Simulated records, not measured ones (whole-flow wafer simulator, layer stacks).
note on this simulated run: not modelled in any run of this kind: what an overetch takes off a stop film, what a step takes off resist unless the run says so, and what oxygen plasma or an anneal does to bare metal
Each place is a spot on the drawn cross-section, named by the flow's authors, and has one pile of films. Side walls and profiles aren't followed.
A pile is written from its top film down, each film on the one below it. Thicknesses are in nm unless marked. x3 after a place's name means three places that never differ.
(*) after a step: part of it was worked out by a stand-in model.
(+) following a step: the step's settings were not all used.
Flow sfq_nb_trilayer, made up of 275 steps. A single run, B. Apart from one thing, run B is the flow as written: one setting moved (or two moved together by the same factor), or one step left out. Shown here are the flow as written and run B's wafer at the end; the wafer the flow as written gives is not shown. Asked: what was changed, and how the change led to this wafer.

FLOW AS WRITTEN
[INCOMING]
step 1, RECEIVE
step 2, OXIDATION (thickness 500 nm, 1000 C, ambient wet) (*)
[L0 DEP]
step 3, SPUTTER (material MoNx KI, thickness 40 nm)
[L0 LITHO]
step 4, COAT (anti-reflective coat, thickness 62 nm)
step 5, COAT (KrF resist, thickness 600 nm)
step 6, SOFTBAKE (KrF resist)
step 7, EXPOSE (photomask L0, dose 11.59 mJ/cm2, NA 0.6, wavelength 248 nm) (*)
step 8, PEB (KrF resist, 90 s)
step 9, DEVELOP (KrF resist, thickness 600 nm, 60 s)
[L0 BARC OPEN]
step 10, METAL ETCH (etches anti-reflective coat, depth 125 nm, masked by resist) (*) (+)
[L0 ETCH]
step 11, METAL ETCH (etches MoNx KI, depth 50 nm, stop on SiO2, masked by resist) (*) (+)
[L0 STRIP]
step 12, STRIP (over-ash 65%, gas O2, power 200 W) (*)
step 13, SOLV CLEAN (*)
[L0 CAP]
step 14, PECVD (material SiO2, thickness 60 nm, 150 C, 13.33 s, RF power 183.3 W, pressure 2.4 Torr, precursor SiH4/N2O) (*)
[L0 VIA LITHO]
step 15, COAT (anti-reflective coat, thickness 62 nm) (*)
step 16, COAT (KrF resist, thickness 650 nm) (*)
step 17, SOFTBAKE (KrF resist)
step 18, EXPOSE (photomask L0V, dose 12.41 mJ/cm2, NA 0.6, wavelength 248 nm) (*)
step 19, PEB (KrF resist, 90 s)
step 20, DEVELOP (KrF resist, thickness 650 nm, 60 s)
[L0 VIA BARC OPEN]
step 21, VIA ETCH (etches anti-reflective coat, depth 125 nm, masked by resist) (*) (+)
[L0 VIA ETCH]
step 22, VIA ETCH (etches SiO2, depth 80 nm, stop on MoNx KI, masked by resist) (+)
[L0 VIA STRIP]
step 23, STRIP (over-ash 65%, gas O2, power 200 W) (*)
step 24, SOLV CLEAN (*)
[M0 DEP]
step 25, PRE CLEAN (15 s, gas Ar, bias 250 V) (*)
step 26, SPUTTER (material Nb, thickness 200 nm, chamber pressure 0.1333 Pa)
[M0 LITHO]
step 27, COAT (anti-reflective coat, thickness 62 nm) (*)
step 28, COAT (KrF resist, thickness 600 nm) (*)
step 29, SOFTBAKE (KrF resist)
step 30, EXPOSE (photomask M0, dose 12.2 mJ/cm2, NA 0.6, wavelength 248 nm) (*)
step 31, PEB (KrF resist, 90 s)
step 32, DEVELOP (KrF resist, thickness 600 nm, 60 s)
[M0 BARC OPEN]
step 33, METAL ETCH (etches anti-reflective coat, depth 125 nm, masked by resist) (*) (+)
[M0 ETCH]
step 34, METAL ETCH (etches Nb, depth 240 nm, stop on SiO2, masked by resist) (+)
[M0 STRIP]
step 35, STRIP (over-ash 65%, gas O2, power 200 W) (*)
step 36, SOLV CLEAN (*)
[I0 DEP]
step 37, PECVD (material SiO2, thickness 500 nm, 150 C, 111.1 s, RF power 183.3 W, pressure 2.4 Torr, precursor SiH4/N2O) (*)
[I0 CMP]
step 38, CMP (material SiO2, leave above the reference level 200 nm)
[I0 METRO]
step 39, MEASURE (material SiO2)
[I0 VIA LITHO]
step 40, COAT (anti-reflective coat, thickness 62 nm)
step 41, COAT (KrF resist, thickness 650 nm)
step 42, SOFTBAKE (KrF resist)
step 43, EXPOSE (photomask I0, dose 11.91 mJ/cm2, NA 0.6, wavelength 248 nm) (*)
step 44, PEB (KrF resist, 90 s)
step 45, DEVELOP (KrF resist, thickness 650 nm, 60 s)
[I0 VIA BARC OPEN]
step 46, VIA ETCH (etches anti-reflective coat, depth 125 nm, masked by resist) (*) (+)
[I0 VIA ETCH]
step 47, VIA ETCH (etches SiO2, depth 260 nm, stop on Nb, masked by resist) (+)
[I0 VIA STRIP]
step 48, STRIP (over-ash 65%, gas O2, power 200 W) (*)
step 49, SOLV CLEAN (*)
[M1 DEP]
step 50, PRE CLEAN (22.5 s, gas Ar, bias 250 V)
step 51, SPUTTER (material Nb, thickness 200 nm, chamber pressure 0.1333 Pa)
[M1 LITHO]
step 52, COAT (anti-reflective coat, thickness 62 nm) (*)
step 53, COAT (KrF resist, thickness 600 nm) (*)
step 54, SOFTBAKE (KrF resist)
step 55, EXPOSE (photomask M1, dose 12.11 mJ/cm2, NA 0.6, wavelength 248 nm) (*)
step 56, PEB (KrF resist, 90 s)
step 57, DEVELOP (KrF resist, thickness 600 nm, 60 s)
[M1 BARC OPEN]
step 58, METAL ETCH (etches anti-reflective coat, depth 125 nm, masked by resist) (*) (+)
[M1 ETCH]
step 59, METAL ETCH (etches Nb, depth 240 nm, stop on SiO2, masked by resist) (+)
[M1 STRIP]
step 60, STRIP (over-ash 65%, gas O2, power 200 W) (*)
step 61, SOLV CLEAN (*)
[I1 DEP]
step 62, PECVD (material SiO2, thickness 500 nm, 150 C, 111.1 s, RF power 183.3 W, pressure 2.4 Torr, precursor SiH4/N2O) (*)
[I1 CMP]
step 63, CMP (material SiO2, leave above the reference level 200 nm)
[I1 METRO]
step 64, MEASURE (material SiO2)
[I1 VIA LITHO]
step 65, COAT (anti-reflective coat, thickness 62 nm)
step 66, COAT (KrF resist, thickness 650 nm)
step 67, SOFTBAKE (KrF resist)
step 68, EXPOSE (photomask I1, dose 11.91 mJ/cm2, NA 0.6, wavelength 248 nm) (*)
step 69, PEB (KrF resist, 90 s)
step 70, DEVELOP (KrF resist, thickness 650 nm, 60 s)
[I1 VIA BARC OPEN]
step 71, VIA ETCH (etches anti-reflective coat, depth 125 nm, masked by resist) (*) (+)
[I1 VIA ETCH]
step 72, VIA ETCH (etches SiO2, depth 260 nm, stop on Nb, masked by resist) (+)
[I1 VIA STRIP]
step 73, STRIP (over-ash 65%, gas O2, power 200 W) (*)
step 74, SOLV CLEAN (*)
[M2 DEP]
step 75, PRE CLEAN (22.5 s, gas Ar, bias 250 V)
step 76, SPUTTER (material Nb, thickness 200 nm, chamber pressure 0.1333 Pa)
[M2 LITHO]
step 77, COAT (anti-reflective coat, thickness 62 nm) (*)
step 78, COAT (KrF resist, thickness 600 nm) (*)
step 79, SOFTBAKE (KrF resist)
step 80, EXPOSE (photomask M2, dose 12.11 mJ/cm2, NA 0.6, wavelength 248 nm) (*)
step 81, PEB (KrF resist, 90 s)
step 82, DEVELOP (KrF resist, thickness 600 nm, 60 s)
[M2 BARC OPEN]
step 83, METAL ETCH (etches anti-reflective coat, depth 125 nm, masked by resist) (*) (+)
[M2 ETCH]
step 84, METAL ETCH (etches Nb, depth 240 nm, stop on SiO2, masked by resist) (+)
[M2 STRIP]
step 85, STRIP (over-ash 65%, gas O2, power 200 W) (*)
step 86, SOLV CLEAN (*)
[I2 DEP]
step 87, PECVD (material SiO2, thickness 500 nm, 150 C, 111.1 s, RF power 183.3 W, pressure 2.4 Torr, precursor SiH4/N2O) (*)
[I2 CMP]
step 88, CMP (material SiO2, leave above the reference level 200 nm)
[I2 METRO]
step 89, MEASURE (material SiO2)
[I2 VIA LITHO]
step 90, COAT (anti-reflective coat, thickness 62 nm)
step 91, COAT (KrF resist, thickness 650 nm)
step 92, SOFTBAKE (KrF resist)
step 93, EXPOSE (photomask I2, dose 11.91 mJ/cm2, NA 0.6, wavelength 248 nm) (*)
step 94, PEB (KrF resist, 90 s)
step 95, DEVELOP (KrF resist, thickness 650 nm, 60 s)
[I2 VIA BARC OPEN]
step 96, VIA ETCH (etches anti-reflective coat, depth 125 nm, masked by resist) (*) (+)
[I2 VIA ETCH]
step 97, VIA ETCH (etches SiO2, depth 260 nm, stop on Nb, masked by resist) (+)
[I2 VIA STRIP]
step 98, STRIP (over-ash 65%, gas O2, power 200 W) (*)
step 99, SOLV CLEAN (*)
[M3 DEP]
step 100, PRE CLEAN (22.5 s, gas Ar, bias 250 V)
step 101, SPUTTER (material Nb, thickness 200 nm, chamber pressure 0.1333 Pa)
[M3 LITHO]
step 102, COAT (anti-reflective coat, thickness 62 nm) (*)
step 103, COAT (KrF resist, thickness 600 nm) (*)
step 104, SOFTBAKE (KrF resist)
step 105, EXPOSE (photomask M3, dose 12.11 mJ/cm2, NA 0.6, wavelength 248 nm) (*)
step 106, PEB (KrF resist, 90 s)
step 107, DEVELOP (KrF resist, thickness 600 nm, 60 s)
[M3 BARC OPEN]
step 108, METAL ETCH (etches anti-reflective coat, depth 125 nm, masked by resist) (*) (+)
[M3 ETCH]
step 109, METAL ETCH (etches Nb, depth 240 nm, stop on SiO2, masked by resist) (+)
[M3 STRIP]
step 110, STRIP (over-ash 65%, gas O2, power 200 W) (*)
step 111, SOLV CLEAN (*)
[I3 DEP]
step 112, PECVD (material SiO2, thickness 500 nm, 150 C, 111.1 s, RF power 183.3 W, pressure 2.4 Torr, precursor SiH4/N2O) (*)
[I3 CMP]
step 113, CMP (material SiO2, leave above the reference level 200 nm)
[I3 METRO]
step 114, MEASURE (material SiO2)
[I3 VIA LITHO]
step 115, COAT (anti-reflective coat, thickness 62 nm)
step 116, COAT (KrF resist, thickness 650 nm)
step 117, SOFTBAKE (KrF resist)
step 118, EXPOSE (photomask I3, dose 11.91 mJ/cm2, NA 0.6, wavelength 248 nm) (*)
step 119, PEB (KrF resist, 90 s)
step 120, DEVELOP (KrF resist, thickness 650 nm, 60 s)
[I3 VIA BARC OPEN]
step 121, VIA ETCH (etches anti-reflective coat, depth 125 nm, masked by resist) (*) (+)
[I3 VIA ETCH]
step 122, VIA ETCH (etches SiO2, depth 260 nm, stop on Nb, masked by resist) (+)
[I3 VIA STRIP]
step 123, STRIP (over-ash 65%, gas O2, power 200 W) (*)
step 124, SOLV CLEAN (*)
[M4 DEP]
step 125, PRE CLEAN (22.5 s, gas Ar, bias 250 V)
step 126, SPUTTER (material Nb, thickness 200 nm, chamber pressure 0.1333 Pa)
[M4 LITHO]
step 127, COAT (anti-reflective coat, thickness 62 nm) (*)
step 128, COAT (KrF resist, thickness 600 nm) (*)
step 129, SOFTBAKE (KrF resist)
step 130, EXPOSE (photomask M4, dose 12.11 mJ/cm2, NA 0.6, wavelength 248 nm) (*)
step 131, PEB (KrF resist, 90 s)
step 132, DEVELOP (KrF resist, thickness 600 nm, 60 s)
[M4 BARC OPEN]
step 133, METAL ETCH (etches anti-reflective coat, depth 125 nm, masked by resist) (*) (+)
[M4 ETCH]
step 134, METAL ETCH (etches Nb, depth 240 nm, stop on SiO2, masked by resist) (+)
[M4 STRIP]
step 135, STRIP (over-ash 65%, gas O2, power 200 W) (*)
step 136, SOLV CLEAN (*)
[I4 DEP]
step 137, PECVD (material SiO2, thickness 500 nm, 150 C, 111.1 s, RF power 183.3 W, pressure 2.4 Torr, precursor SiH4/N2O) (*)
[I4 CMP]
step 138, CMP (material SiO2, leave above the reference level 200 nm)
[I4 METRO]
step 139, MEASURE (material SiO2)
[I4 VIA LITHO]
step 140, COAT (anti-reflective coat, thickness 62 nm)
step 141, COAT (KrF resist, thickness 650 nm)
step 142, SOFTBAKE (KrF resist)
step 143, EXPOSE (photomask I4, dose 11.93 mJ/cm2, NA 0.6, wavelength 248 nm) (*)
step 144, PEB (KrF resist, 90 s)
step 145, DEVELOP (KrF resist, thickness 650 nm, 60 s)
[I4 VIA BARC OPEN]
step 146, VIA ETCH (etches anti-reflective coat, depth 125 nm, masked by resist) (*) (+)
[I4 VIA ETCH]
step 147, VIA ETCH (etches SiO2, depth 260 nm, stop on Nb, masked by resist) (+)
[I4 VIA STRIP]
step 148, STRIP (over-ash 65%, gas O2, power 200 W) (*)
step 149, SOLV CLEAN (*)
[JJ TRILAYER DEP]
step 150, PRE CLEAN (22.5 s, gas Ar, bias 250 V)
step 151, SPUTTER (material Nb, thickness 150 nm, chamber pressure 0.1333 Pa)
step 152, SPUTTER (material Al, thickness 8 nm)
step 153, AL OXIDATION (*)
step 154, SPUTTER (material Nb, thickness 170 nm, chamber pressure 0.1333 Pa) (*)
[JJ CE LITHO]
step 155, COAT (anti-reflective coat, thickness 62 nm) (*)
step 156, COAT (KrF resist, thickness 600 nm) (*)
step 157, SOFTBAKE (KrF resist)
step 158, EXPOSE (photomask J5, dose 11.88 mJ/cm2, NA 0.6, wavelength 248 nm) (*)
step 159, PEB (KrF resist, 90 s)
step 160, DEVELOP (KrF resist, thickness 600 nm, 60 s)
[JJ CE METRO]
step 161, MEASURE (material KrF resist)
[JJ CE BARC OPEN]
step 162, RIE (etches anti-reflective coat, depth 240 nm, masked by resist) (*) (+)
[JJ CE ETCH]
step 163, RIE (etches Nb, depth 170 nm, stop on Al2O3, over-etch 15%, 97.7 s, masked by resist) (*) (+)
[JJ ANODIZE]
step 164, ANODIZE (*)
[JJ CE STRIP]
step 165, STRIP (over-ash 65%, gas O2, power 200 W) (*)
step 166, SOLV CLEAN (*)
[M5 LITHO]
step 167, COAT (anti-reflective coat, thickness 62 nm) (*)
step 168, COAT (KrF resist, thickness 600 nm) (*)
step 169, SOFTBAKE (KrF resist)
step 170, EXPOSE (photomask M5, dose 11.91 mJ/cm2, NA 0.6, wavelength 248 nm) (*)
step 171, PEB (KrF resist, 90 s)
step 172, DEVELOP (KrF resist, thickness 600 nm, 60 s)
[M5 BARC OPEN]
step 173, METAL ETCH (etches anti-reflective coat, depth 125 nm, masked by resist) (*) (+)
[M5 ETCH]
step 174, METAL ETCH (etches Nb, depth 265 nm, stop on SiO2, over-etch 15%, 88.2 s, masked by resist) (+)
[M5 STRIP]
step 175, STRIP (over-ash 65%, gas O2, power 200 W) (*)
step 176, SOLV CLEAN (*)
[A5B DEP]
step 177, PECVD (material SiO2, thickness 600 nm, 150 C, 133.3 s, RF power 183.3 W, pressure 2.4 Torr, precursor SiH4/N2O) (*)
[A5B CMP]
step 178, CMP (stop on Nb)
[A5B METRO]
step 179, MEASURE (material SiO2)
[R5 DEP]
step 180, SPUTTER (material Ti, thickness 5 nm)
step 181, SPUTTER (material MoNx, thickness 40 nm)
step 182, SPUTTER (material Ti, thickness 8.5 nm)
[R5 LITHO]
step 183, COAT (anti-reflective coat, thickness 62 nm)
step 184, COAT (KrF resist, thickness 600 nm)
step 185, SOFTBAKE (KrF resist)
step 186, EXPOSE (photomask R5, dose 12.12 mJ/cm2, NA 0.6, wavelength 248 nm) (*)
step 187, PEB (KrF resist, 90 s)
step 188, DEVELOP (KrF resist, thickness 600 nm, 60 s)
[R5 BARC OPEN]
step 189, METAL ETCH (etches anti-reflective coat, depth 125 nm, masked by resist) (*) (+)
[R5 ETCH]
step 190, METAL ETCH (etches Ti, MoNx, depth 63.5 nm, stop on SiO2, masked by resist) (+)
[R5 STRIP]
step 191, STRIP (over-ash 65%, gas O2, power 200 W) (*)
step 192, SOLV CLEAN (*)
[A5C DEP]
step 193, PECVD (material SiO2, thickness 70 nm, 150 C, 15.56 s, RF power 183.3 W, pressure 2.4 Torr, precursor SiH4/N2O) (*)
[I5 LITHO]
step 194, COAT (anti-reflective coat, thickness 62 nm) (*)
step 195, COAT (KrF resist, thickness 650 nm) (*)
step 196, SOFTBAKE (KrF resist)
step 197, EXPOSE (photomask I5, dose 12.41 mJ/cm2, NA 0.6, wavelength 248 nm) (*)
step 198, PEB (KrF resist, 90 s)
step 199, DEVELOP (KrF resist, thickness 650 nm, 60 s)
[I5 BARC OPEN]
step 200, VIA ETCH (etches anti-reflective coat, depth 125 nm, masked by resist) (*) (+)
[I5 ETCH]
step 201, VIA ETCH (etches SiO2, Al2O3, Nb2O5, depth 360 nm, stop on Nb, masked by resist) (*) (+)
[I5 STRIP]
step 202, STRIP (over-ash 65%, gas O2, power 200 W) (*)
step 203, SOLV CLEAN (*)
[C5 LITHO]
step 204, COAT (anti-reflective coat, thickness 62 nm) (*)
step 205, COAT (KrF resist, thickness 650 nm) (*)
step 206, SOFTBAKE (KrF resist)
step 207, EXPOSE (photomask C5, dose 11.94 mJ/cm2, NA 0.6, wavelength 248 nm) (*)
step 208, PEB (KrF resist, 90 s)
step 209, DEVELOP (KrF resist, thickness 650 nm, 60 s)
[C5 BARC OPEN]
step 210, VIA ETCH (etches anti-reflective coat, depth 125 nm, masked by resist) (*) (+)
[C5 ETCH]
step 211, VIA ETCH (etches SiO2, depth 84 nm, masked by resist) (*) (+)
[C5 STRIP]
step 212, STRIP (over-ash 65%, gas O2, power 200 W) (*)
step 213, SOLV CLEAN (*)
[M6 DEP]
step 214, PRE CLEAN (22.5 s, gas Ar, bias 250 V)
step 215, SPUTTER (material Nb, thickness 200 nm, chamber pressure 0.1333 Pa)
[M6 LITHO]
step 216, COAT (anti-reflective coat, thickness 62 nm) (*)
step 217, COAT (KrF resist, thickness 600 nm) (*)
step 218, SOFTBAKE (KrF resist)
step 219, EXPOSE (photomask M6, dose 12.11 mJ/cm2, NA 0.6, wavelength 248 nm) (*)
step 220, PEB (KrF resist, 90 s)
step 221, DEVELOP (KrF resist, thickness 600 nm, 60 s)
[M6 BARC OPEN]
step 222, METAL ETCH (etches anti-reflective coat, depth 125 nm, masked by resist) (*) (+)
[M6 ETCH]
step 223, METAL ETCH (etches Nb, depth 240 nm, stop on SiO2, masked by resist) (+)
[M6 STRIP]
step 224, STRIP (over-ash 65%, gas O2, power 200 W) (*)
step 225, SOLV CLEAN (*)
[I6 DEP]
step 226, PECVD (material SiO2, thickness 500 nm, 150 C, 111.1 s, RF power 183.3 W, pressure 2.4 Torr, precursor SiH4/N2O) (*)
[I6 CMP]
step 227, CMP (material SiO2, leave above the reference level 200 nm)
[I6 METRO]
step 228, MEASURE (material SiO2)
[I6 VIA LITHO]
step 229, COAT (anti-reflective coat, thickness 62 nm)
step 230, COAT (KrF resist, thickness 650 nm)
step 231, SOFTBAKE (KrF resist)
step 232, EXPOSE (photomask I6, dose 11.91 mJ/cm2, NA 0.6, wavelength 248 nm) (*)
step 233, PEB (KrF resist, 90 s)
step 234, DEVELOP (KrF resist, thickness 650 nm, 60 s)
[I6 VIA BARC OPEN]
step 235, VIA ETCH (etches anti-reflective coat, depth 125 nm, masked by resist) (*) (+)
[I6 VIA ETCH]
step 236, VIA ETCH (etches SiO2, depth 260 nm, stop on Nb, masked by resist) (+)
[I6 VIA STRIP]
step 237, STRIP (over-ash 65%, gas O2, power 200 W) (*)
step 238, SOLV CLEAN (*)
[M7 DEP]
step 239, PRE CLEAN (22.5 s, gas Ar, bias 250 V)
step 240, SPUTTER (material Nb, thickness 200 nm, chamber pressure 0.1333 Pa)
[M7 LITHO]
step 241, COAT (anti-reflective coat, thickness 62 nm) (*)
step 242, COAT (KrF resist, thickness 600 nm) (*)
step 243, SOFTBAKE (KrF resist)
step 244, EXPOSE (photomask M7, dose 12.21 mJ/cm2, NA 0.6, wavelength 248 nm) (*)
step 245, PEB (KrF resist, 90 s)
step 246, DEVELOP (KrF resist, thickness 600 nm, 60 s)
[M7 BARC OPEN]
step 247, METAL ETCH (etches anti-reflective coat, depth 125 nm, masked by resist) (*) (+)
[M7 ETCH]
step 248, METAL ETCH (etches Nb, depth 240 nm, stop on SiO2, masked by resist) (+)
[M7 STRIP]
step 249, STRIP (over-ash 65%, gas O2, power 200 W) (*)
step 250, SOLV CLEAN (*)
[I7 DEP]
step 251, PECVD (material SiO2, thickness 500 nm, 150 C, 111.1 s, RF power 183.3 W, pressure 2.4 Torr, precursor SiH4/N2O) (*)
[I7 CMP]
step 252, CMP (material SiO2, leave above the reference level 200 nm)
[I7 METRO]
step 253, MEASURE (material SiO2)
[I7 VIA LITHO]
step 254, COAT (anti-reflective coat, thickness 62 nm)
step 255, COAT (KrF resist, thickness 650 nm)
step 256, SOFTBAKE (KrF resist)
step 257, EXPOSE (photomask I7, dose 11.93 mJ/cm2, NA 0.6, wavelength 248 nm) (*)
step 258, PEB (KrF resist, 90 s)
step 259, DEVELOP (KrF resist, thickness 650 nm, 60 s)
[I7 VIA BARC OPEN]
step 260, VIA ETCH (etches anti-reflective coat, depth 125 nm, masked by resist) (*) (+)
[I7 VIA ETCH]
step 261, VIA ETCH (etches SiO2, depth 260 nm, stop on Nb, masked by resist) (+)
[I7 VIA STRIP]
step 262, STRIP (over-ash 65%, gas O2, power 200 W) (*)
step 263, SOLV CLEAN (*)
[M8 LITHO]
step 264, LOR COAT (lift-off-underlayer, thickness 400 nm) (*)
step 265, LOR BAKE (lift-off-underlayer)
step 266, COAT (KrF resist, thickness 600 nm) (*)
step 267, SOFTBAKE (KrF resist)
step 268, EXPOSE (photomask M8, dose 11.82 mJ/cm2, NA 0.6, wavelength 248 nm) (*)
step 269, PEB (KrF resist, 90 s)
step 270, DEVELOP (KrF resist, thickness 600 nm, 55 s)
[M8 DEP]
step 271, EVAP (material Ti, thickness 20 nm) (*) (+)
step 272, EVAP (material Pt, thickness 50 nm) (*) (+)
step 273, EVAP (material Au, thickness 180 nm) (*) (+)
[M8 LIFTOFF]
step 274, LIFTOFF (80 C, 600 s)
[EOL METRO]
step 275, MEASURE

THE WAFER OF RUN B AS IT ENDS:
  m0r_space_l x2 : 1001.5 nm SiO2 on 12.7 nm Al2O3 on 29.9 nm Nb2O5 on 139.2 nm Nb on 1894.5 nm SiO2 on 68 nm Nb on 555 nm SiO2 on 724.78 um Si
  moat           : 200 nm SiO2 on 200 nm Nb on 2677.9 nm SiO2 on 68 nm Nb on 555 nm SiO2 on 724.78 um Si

What caused this: step 34, METAL ETCH: depth 132 nm was run, though the flow has depth 240 nm.

The path from the change to this, step by step:
  step 34, METAL ETCH (etches Nb, depth 240 nm, stop on SiO2, masked by resist) (+)
      moat, m0r_space_l x2: -132 Nb (as written it would have been: -200 Nb (all of it))
      field_l, v_sur, via_wl and 100 more: -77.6 KrF resist (as written it would have been: -141.2 KrF resist)
  step 35, STRIP (over-ash 65%, gas O2, power 200 W) (*)
      p4_fl, p4_fm, p4_w1 and 68 more: -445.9 KrF resist (all of it), -62 anti-reflective coat (all of it) (as written it would have been: -382.4 KrF resist (all of it), -62 anti-reflective coat (all of it))
      jj_sur, ce_l, r_end: -452.6 KrF resist (all of it), -63.6 anti-reflective coat (all of it) (as written it would have been: -389.1 KrF resist (all of it), -63.6 anti-reflective coat (all of it))
      (also at 29 further places)
  step 37, PECVD (material SiO2, thickness 500 nm, 150 C, 111.1 s, RF power 183.3 W, pressure 2.4 Torr, precursor SiH4/N2O) (*)
      moat, m0r_space_l x2: +500 SiO2 (new film) (as written it would have been: +557.1 SiO2)
  step 38, CMP (material SiO2, leave above the reference level 200 nm)
      moat, m0r_space_l x2: -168 SiO2 (as written it would have been: -157.1 SiO2)
With metal films that touch counted as one body, m0r_space_l x2 has 2 bodies (between them, from the top down: SiO2 1894.5); the flow as written gives 1 body.
With metal films that touch counted as one body, moat has 2 bodies (between them, from the top down: SiO2 2677.9); the flow as written gives 1 body.
